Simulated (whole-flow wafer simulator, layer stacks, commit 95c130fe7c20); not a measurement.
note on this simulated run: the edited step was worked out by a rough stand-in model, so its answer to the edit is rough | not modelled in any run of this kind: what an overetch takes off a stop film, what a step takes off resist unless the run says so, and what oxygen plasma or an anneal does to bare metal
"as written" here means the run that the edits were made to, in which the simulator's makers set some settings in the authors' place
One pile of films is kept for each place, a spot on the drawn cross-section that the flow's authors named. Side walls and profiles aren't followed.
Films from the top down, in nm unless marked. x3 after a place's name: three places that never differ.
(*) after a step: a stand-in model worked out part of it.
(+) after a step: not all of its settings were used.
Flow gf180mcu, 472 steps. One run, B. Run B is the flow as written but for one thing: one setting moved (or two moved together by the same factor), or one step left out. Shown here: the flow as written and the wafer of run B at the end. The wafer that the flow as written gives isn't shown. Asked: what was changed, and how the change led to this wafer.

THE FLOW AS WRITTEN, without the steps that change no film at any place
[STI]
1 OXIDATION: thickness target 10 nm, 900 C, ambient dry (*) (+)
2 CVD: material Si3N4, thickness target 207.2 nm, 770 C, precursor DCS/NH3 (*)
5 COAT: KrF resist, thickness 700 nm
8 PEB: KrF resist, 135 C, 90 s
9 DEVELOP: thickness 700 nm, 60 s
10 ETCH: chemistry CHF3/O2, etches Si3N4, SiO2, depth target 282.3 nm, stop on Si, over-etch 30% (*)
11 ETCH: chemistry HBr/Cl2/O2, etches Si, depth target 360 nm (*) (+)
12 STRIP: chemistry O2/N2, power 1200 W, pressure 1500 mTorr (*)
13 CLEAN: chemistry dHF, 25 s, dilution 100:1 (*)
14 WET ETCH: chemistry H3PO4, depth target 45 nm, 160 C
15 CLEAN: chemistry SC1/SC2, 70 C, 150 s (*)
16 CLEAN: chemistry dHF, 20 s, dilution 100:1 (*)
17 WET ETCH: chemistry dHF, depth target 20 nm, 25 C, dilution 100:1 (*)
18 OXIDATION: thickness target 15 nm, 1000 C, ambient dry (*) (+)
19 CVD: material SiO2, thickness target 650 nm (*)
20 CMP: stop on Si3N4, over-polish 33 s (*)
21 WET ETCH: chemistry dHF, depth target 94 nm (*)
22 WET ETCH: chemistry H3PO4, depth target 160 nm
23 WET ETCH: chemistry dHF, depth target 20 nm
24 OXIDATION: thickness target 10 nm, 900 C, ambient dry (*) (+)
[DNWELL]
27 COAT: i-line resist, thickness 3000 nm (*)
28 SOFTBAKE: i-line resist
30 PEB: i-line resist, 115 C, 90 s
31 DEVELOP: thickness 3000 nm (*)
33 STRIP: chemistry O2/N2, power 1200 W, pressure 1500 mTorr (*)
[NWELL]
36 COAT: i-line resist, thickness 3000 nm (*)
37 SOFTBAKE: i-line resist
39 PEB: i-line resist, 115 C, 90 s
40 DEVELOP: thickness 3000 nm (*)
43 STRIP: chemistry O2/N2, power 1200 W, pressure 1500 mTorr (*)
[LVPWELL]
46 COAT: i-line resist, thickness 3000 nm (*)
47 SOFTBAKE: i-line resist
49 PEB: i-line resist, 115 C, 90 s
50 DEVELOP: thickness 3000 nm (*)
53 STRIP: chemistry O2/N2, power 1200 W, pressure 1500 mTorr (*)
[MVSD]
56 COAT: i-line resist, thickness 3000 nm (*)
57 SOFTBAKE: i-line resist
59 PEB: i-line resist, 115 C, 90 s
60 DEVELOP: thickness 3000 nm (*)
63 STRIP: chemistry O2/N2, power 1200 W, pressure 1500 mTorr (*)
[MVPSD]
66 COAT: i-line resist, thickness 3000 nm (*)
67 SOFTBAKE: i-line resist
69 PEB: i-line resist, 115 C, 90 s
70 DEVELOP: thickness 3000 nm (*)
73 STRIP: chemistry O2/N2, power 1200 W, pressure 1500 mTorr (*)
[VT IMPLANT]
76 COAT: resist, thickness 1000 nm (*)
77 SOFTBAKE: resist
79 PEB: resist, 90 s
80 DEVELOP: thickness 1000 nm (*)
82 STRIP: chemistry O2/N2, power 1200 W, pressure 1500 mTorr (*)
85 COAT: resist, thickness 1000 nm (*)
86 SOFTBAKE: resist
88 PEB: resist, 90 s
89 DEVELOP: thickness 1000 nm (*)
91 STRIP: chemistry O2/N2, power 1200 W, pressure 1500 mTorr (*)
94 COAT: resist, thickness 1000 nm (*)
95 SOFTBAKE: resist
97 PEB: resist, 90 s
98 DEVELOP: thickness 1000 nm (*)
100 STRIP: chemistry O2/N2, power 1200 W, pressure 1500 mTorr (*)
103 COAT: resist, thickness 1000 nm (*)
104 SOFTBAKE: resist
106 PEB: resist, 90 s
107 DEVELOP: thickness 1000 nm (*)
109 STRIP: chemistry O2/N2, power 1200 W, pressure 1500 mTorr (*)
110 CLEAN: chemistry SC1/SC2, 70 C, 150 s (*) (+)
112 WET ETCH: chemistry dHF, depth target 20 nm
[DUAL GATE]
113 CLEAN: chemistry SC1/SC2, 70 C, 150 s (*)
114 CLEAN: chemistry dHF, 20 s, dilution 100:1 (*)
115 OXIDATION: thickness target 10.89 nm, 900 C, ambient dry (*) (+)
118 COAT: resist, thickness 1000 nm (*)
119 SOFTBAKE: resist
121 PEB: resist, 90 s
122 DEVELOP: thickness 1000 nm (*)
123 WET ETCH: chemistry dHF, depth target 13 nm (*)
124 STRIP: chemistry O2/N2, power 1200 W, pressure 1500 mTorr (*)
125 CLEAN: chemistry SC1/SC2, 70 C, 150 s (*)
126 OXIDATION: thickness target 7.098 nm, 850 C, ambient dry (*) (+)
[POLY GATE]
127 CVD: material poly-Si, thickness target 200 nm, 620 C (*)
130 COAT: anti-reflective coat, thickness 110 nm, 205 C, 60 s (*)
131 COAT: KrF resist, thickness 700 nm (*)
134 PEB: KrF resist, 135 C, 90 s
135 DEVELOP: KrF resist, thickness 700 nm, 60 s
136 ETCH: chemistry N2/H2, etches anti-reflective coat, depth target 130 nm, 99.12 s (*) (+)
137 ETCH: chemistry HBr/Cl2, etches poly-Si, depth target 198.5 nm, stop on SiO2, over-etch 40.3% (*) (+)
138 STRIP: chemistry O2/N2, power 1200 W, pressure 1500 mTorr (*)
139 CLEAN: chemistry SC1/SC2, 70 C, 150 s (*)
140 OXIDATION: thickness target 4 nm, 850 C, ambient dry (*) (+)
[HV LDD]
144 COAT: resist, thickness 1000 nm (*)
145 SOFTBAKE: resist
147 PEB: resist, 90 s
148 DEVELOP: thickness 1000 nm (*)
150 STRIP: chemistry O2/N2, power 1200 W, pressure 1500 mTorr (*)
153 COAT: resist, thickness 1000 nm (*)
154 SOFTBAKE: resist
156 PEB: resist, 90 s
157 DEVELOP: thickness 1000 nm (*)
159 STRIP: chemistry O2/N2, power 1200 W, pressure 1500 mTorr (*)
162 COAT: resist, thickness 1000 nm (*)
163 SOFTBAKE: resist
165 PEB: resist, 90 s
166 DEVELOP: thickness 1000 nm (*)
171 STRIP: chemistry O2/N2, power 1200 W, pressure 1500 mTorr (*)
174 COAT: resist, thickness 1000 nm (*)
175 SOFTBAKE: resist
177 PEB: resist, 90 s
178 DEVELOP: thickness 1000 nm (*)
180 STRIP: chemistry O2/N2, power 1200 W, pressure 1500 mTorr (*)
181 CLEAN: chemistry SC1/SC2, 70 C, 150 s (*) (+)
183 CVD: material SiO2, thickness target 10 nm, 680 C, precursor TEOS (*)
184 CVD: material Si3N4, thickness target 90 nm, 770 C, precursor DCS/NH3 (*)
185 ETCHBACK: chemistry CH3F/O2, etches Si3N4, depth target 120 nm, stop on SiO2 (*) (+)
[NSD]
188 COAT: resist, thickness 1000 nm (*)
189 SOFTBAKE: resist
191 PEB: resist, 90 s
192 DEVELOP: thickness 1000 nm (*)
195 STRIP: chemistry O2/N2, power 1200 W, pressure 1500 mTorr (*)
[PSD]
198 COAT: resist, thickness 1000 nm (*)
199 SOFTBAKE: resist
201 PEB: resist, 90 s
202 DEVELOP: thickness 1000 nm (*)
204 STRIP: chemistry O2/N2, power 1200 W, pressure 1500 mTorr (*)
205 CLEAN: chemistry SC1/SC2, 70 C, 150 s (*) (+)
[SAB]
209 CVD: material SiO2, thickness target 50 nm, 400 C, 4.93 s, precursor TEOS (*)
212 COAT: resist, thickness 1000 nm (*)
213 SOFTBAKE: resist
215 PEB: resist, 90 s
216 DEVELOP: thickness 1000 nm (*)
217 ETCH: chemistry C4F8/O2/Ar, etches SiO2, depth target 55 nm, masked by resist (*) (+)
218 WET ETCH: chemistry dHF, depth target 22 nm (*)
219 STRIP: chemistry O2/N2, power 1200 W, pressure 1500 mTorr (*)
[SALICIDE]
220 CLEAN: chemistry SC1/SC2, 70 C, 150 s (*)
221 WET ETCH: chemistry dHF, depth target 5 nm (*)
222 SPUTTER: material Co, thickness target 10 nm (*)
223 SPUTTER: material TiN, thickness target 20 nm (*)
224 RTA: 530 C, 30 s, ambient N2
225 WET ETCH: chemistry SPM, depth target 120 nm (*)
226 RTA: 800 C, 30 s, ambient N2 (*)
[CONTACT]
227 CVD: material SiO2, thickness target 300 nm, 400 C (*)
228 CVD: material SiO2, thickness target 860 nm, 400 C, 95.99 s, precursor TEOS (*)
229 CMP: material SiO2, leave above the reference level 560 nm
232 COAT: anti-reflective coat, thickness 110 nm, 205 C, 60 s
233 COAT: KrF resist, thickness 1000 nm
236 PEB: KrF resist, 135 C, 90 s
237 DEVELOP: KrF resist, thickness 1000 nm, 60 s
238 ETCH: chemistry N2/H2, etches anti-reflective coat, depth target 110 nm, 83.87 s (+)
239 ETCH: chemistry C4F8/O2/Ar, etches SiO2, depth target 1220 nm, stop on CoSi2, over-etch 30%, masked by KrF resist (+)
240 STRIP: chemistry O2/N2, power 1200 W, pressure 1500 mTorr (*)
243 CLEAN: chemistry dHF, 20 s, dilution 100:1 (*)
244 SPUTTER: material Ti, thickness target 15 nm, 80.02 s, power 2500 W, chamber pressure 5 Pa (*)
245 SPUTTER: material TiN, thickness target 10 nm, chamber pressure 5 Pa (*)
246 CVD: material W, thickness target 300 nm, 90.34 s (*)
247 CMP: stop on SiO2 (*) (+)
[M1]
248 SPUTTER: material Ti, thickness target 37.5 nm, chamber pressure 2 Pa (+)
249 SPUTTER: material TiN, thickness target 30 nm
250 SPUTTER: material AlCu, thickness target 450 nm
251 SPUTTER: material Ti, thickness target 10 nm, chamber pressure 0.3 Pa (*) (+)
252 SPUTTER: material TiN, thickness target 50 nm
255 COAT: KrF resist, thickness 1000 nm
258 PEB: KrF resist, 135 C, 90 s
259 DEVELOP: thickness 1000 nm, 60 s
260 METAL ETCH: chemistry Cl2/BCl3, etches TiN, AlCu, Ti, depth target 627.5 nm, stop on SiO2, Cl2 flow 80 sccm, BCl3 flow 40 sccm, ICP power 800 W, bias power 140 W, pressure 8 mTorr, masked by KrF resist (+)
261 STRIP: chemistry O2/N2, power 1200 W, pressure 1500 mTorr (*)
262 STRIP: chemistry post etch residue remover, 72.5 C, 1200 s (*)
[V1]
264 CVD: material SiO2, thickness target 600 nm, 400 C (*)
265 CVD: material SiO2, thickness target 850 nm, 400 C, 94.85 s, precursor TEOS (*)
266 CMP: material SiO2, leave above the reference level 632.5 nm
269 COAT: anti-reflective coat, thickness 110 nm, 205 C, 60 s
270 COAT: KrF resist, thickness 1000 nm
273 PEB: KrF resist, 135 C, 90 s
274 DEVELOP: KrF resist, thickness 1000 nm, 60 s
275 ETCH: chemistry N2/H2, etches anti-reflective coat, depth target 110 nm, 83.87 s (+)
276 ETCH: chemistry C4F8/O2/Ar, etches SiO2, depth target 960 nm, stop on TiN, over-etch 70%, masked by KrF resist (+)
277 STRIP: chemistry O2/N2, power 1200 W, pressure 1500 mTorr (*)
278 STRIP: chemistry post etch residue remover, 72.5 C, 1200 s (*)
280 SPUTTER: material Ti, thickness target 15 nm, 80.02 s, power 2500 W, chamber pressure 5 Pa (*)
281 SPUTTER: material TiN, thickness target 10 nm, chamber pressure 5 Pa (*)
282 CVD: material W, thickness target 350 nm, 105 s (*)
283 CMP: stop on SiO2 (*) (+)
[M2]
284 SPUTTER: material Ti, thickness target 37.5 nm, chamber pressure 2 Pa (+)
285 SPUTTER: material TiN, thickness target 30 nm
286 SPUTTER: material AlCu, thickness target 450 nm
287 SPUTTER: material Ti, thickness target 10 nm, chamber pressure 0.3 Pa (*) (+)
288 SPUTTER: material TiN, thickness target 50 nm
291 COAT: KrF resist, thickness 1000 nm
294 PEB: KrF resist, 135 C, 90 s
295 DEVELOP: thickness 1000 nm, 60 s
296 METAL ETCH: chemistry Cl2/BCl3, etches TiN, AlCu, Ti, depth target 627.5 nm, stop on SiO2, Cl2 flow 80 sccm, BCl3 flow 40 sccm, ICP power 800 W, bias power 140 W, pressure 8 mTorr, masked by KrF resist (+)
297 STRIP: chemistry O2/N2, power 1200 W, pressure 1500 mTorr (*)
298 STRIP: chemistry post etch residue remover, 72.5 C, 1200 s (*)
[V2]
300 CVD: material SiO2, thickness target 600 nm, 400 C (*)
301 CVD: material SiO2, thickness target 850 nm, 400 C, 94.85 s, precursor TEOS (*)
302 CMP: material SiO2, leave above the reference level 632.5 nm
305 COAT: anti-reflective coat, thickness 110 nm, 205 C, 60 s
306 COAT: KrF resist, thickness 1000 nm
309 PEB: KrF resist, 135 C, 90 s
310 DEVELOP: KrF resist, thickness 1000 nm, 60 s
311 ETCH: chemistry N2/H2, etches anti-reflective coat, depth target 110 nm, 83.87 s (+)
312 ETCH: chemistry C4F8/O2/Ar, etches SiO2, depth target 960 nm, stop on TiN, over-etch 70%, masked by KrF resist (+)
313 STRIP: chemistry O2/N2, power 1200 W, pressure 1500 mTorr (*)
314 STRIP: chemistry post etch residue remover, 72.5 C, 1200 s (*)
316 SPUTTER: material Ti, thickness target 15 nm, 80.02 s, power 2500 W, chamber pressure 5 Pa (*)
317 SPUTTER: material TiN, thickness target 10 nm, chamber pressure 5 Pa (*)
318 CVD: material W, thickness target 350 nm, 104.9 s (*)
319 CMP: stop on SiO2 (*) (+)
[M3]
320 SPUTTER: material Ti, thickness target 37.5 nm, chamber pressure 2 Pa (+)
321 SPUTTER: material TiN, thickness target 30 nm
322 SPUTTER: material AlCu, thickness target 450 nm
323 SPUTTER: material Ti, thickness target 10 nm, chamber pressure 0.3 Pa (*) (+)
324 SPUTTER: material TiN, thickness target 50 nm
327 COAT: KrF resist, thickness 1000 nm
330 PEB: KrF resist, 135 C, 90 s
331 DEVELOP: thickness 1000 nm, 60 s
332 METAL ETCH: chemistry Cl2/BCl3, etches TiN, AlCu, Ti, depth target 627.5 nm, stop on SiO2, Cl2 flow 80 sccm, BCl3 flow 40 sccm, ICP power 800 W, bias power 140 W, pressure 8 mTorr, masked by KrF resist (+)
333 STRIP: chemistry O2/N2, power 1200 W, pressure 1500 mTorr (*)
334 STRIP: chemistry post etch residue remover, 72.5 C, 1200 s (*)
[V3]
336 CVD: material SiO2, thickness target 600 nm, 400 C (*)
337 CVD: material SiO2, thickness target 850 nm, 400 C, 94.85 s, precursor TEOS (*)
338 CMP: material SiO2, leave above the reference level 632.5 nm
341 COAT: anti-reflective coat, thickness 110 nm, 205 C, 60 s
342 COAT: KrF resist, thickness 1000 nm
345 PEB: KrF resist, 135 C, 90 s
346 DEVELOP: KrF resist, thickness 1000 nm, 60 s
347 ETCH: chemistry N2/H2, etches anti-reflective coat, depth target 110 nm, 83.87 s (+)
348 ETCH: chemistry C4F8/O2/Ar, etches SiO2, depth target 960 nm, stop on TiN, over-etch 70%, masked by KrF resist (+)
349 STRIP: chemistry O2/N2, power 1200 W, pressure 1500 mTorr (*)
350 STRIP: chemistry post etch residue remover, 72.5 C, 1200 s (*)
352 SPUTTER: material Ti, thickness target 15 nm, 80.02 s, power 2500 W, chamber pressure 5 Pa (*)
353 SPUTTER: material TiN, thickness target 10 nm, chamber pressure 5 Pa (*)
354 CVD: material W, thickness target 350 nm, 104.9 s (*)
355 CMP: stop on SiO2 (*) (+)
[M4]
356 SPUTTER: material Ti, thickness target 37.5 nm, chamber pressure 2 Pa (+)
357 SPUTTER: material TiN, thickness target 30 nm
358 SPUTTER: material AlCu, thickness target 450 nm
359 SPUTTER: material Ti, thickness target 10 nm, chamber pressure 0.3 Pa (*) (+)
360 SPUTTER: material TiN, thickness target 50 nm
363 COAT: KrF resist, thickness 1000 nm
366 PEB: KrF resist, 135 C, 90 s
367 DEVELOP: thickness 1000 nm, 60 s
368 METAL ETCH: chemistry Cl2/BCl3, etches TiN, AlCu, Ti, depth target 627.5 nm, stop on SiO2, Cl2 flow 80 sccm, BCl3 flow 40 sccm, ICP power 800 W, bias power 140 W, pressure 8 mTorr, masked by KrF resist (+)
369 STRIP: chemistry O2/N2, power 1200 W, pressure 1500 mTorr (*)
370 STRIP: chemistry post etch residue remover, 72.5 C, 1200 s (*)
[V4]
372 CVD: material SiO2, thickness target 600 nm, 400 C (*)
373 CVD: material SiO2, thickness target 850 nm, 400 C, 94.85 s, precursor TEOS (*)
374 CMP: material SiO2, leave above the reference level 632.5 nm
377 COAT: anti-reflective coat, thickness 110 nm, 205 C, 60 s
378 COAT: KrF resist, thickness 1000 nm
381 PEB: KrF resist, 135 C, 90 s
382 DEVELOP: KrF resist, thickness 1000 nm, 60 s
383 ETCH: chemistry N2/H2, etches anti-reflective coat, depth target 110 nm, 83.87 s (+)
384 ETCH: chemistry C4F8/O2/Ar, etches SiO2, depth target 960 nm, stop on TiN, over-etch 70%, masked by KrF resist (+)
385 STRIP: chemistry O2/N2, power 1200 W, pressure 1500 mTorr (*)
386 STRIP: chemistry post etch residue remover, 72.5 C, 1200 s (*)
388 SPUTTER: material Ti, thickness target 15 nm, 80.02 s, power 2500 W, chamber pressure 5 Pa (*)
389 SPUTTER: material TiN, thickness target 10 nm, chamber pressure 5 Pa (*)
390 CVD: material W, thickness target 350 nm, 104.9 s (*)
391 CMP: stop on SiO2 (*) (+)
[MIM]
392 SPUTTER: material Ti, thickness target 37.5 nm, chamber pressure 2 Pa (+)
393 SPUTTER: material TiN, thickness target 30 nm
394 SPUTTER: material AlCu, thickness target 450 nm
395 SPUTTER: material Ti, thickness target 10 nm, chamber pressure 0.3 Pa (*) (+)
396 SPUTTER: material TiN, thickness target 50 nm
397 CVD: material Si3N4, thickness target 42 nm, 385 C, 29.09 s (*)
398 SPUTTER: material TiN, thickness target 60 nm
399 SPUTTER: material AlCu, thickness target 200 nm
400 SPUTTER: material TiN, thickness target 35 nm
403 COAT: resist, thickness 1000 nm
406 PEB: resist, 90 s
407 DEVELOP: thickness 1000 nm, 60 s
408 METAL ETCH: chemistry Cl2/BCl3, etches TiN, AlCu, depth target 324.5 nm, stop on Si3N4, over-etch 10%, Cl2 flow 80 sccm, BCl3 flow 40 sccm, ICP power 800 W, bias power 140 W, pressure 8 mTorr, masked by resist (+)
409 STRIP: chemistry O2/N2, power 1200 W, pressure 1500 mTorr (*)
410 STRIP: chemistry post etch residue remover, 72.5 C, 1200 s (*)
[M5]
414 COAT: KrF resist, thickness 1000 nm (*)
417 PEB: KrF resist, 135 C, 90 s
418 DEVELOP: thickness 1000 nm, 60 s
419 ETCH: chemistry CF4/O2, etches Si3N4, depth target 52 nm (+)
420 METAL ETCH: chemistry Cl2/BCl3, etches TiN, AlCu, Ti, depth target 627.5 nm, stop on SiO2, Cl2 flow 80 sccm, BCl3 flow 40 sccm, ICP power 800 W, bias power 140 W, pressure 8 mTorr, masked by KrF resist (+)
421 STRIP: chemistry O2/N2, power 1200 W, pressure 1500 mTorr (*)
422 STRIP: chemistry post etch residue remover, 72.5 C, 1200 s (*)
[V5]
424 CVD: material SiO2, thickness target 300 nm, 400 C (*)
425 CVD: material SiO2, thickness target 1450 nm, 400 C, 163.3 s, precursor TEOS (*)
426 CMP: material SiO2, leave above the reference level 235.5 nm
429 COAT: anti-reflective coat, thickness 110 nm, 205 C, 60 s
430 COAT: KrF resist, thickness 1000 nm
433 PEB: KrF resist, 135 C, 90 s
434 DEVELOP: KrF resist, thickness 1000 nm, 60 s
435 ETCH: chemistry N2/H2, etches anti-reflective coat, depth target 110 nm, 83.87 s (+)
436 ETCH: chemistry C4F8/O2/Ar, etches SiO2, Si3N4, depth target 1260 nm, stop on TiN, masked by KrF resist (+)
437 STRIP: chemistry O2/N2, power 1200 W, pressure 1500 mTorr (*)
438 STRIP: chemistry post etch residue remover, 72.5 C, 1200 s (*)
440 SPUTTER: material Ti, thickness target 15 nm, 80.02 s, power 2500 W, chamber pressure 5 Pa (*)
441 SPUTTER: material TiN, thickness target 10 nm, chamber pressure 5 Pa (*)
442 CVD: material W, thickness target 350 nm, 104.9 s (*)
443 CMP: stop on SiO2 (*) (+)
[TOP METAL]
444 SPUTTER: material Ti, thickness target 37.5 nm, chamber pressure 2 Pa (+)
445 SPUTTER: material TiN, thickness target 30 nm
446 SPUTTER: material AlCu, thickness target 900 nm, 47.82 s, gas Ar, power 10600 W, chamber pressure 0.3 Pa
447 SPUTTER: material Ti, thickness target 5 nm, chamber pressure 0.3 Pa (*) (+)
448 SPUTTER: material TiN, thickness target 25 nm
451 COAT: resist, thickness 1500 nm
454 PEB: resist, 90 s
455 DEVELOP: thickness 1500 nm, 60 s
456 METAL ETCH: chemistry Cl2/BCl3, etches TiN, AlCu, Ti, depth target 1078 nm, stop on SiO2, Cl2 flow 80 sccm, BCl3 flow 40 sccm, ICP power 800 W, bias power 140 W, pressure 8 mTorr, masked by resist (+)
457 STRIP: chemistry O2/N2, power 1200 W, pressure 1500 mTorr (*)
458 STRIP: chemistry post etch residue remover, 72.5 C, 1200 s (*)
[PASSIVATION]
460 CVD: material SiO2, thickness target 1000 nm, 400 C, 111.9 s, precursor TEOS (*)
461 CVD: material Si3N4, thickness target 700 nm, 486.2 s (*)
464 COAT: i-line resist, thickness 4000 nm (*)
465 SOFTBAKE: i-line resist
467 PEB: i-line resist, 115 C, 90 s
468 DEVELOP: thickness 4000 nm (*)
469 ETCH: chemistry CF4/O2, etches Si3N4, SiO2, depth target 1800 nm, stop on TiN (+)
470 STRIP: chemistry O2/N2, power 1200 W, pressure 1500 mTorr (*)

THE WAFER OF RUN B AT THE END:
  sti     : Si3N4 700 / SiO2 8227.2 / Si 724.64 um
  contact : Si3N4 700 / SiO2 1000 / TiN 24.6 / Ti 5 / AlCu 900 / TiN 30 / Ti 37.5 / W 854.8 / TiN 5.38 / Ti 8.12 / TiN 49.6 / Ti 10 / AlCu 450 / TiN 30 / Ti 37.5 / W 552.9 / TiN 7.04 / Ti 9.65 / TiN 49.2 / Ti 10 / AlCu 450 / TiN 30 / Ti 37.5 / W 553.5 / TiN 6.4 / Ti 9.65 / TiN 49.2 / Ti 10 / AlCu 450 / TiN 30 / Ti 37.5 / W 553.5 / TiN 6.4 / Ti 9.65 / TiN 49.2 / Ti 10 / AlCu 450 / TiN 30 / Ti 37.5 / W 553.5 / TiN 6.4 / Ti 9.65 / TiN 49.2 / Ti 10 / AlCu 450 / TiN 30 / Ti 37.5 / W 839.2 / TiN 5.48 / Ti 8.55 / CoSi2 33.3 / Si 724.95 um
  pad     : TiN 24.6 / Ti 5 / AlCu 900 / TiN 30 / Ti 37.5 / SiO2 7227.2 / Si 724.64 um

The cause: step 389, SPUTTER: thickness target 11 nm was run, where the flow has thickness target 10 nm.

How the change led to this, step by step:
  389 SPUTTER: material TiN, thickness target 10 nm, chamber pressure 5 Pa (*)
      field, field__w1, field__w2 and 107 more: TiN +11 (new film) (as written it would be: TiN +10 (new film))
      contact: TiN +7.04 (new film) (as written it would be: TiN +6.4 (new film))
  391 CMP: stop on SiO2 (*) (+)
      field, field__w1, field__w2 and 107 more: W -350 (all of it), TiN -11 (all of it), Ti -15 (all of it), SiO2 -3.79 (as written it would be: W -350 (all of it), TiN -10 (all of it), Ti -15 (all of it), SiO2 -3.78)
